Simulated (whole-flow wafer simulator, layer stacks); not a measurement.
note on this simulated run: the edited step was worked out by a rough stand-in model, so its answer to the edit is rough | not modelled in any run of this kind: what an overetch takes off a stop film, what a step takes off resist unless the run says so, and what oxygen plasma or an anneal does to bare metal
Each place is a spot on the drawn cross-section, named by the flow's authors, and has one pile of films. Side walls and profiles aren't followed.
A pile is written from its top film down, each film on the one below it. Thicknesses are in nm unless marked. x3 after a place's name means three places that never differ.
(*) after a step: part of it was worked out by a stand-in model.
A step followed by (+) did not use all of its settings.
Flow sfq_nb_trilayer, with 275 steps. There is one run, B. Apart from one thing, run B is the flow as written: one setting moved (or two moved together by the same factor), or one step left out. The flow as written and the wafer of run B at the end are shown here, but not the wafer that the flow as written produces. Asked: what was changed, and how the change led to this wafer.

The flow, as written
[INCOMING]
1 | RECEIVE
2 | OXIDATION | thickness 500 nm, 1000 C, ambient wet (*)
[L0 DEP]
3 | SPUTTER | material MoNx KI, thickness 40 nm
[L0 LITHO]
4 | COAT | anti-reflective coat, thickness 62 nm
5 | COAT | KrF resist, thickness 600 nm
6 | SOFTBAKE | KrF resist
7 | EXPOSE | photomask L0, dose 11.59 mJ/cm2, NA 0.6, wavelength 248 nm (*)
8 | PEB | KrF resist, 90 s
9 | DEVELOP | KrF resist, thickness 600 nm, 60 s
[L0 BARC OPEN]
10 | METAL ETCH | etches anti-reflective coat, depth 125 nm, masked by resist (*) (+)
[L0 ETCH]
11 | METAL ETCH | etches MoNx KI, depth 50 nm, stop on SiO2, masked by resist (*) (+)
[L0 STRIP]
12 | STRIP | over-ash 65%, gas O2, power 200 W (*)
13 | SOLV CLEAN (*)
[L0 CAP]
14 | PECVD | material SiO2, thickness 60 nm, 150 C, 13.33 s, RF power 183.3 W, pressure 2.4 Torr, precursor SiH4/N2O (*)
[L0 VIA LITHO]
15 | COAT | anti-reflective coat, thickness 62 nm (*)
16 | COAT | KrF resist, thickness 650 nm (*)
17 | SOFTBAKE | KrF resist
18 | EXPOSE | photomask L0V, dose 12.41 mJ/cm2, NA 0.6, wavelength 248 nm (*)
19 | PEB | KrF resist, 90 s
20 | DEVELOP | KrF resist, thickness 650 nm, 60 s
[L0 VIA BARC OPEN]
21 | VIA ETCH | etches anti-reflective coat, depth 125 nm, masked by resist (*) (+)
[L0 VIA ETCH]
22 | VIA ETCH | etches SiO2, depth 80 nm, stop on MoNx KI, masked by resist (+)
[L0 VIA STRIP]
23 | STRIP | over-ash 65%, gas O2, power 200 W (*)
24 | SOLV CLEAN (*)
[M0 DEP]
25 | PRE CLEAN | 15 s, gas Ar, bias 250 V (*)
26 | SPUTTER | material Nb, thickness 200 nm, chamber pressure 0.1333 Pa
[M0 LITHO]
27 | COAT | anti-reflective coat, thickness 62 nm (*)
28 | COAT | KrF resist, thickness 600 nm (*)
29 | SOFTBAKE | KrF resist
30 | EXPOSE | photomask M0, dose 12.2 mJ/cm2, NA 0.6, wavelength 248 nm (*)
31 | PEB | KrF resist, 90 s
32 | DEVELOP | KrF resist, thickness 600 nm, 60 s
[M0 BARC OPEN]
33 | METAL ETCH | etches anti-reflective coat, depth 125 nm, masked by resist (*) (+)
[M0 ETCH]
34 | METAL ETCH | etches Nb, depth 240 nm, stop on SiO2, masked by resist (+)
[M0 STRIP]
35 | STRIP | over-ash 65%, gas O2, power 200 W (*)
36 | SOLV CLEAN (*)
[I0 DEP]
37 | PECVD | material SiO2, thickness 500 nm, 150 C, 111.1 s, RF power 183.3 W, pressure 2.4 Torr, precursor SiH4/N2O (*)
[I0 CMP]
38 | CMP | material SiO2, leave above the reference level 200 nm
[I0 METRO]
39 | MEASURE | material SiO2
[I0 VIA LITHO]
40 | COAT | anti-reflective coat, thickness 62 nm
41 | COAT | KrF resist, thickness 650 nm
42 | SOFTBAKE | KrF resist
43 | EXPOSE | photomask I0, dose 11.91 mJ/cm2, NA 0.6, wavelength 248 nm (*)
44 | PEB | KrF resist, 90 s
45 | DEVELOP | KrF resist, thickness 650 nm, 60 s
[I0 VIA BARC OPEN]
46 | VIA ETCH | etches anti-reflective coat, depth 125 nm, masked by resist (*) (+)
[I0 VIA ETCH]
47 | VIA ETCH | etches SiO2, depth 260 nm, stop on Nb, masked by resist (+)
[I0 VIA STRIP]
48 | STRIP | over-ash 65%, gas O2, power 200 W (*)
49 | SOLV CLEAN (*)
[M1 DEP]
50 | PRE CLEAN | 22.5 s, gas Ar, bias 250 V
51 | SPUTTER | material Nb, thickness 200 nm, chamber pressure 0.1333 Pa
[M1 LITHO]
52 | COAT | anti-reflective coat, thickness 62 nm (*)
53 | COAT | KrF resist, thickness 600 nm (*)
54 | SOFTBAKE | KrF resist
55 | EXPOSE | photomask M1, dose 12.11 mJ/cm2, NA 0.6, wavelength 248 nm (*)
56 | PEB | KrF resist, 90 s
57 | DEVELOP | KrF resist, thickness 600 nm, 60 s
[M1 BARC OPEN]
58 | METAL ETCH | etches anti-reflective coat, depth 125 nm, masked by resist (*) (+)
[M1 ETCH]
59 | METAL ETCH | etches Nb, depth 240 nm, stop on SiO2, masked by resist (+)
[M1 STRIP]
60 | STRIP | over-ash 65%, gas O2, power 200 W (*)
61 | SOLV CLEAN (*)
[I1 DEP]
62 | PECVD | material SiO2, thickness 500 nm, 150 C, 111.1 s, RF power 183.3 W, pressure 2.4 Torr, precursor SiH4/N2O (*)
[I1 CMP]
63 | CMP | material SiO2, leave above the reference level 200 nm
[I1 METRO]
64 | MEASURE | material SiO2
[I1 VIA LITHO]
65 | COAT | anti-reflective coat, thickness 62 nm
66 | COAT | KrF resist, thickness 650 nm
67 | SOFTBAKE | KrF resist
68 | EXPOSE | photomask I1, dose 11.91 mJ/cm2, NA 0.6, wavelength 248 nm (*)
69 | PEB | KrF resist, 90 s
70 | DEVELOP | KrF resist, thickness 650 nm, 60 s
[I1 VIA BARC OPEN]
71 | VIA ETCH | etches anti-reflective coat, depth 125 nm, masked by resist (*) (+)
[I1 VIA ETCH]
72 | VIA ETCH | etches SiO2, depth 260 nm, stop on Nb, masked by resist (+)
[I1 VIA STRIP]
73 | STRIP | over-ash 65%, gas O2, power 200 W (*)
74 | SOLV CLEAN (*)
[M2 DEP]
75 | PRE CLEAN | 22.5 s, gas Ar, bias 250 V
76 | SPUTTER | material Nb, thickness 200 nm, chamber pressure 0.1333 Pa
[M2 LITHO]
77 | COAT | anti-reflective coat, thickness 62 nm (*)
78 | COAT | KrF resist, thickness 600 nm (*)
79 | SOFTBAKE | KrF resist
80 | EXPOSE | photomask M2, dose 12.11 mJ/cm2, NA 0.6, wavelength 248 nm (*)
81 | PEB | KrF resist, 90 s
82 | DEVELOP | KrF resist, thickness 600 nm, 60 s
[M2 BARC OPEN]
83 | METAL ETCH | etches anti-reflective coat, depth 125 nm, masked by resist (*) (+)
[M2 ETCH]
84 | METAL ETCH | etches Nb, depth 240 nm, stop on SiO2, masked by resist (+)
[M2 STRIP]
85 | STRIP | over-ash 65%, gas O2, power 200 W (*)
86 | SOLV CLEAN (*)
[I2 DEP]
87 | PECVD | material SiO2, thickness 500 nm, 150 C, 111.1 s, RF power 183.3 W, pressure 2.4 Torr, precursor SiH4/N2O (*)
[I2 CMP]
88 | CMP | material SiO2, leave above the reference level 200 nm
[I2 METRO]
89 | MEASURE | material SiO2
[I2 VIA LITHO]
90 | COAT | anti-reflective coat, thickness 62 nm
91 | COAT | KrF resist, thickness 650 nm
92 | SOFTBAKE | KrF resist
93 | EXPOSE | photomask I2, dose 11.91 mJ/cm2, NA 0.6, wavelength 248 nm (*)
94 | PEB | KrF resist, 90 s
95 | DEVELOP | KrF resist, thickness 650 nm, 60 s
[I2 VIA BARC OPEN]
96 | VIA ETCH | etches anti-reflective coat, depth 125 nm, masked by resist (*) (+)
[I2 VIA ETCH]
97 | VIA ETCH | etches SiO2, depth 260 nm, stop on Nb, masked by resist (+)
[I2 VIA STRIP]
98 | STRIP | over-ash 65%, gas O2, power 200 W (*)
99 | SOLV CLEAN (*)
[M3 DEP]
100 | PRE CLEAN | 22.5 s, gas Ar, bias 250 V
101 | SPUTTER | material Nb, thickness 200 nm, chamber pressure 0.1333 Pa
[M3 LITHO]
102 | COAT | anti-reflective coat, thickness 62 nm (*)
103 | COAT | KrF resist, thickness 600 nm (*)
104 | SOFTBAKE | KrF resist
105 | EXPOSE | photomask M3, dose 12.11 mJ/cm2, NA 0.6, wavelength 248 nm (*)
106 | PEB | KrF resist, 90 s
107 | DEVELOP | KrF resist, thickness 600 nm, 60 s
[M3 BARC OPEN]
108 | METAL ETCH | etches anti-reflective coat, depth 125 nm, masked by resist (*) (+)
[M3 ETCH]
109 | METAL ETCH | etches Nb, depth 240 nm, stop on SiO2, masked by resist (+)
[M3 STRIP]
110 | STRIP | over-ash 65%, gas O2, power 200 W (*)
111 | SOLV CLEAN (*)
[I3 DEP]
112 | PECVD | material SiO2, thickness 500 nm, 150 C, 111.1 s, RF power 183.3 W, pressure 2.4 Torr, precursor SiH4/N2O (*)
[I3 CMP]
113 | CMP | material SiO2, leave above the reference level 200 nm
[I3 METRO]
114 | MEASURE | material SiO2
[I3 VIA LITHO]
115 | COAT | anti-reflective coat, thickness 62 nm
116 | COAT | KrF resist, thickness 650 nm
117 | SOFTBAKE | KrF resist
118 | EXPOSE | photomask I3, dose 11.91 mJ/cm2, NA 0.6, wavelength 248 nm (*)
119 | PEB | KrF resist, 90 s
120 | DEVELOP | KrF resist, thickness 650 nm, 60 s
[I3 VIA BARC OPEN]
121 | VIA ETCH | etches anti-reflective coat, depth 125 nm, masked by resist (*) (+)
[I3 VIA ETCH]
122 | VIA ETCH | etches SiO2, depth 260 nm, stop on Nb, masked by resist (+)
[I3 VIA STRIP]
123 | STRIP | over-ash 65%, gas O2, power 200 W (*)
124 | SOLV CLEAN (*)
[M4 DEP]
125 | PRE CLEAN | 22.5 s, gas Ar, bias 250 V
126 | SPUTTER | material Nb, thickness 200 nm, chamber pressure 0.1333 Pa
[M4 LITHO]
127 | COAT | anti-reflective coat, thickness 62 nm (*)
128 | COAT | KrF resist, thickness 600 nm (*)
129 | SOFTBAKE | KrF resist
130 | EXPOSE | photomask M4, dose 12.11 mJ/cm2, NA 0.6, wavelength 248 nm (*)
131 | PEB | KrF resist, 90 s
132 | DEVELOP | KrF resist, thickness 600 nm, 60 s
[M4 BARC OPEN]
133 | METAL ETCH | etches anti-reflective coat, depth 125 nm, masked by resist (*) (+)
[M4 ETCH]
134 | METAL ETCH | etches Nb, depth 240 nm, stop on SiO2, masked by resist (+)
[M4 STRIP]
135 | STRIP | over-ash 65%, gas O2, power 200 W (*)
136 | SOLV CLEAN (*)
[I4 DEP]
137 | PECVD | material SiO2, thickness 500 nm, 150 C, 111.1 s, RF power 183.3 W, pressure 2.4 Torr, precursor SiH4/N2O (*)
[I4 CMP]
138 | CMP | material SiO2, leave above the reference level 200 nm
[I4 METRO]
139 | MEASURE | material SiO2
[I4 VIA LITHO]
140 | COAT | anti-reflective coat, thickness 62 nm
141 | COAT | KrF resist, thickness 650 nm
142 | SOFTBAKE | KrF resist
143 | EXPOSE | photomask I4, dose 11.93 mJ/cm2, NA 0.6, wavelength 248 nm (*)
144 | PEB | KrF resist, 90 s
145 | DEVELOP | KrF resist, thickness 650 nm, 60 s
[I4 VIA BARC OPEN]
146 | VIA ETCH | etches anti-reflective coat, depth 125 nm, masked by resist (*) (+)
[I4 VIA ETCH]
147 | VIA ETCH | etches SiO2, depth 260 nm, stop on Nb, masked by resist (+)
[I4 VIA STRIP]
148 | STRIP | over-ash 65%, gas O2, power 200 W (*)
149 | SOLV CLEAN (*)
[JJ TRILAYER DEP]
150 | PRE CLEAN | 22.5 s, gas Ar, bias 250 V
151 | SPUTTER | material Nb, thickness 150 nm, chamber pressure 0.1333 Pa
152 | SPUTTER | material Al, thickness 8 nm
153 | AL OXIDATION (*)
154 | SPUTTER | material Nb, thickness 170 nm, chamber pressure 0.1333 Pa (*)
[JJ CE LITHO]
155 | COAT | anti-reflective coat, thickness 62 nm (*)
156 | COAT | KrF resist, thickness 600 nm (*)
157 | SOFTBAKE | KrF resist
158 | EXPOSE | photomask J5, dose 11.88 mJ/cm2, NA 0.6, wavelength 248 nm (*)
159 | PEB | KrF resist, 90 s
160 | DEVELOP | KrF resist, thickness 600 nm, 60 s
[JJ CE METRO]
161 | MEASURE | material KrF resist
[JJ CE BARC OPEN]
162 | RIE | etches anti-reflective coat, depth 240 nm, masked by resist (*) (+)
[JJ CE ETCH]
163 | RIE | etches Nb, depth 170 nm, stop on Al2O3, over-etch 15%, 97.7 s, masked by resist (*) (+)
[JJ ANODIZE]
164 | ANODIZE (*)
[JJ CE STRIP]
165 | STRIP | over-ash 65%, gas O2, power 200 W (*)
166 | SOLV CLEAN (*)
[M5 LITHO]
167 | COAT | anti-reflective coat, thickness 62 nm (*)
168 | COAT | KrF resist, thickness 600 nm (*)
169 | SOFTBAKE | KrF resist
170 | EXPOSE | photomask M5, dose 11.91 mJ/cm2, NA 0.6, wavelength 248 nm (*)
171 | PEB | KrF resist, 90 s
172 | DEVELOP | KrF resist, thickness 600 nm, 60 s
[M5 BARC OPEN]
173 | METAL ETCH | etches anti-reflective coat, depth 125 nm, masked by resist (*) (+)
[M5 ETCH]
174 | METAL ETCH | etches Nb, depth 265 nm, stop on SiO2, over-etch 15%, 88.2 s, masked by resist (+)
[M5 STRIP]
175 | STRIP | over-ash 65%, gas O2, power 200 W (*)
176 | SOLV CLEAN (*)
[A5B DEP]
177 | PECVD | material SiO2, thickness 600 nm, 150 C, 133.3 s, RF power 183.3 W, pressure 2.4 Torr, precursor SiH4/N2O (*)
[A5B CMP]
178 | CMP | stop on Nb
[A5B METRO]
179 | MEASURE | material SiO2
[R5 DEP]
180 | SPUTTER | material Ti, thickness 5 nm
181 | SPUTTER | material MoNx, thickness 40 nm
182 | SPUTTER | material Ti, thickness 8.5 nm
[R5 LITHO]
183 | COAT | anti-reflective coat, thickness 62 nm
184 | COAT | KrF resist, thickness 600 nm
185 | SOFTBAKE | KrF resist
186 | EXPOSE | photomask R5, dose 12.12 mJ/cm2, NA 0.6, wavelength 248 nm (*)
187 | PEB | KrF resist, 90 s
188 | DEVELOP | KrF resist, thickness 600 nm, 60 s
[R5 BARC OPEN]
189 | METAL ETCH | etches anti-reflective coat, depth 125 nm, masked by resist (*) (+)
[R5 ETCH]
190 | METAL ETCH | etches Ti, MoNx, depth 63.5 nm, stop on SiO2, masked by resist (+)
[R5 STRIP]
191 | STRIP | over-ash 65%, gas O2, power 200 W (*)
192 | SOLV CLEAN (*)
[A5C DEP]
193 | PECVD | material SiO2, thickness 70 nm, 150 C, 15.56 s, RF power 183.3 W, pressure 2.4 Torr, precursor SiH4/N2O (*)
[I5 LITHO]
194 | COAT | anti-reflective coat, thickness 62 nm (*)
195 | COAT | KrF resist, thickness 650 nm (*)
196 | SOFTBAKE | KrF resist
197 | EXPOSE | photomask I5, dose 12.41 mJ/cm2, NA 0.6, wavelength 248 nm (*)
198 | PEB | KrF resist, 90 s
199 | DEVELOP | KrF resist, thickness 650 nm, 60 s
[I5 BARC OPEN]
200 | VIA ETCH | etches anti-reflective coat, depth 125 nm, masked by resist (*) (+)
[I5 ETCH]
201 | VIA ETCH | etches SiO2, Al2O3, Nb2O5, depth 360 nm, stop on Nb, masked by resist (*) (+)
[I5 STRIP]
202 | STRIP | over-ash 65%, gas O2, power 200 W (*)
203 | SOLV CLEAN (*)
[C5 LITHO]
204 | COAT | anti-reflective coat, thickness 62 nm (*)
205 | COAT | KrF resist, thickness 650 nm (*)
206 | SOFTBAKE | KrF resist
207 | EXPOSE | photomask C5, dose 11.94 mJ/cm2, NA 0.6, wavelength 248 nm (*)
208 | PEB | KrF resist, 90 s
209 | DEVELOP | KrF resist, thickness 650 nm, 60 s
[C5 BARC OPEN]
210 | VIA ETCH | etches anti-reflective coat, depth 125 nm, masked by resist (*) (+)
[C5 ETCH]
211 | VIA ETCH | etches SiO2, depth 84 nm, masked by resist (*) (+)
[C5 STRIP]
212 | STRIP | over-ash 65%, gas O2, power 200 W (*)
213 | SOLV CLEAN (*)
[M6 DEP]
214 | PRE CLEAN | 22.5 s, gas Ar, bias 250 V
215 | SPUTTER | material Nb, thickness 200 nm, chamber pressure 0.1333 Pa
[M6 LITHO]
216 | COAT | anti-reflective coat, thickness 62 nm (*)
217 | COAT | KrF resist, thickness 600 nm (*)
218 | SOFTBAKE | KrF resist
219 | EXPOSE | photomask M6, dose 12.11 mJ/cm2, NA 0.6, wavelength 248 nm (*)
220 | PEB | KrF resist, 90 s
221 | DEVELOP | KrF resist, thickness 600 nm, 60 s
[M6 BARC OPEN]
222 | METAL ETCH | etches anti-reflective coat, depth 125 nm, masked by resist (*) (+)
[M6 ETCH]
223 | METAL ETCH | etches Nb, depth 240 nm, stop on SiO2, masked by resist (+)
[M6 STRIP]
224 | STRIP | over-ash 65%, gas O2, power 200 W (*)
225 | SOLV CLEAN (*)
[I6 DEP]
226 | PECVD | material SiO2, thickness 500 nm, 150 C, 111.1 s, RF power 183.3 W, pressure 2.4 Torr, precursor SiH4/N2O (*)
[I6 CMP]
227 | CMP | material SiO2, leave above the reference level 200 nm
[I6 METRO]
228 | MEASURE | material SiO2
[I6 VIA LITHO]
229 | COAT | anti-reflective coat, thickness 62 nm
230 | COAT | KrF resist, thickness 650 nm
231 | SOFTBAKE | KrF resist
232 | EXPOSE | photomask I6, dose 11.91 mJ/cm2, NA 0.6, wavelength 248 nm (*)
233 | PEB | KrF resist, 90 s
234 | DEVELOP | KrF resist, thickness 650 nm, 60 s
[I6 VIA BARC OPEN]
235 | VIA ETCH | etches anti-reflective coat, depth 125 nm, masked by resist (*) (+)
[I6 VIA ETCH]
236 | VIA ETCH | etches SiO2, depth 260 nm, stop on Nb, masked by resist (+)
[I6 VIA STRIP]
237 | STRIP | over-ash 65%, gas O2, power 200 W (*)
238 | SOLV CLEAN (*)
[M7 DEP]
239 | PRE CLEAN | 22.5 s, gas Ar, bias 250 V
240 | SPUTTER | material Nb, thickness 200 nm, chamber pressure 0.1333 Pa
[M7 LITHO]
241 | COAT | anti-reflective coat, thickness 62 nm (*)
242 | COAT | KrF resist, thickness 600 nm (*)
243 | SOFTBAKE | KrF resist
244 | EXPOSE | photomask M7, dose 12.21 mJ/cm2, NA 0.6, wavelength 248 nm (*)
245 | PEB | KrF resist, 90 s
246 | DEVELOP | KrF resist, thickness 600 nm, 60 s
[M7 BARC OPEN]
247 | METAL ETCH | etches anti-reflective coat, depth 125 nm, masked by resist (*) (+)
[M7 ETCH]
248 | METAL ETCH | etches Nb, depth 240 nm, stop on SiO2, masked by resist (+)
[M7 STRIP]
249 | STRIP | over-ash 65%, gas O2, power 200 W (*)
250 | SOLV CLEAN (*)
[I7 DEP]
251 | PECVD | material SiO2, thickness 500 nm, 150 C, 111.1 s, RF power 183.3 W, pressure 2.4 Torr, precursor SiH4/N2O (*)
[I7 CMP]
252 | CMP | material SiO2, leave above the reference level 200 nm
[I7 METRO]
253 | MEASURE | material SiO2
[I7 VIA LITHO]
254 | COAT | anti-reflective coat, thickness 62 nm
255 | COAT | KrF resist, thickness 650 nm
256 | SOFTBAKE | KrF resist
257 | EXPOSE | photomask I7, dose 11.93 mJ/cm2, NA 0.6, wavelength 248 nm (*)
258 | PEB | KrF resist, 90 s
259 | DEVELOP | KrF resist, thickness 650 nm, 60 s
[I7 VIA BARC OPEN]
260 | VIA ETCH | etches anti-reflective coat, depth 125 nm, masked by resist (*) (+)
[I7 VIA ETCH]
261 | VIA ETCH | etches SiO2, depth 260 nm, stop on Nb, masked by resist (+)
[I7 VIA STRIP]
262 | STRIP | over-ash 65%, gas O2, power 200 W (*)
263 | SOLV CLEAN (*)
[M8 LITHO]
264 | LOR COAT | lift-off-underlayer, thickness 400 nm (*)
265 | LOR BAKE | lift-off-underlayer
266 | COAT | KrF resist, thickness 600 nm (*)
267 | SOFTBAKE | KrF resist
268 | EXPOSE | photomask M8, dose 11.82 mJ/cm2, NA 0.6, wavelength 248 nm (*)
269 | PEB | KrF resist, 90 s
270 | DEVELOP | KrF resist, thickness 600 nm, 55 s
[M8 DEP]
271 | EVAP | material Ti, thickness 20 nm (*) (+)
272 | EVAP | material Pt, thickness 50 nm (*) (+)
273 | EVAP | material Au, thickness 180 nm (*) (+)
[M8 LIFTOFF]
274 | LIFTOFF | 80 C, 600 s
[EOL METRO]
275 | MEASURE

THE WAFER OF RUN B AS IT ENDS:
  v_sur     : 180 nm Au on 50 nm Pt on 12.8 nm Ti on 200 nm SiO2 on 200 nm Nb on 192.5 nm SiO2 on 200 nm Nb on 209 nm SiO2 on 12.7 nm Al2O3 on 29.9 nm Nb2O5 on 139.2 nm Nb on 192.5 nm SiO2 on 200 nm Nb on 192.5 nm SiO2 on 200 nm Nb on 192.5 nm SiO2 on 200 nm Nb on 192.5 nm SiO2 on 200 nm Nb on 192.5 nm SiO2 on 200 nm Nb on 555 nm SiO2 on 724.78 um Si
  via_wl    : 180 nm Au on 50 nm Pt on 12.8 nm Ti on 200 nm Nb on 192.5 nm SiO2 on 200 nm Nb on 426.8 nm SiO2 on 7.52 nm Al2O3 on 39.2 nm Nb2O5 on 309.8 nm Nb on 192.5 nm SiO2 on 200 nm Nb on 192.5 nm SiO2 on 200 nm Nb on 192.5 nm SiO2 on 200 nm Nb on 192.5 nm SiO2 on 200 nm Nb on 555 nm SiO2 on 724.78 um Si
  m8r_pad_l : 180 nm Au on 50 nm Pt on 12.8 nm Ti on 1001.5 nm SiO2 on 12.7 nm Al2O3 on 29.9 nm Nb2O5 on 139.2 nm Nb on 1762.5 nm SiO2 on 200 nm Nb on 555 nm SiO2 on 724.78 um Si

The reason: step 271, EVAP: thickness 12.8 nm was run, whereas the flow has thickness 20 nm.
The wafer lets one read it off: v_sur has Ti 12.8, and step 271 as written asks for 20 nm.

The path from the change to this, step by step:
  271 | EVAP | material Ti, thickness 20 nm (*) (+)
      field_l, v_sur, via_wl and 103 more: +12.8 Ti (new film) (in the flow as written it would be: +20 Ti (new film))
  274 | LIFTOFF | 80 C, 600 s
      p4_fl, p4_fm, p4_w1 and 71 more: -180 Au (all of it), -50 Pt (all of it), -12.8 Ti (all of it), -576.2 KrF resist (all of it), -400 lift-off-underlayer (all of it) (in the flow as written it would be: -180 Au (all of it), -50 Pt (all of it), -20 Ti (all of it), -576.2 KrF resist (all of it), -400 lift-off-underlayer (all of it))
      c5j, ce_r: -180 Au (all of it), -50 Pt (all of it), -12.8 Ti (all of it), -573.3 KrF resist (all of it), -399.3 lift-off-underlayer (all of it) (in the flow as written it would be: -180 Au (all of it), -50 Pt (all of it), -20 Ti (all of it), -573.3 KrF resist (all of it), -399.3 lift-off-underlayer (all of it))
      (as well as at 19 more places)
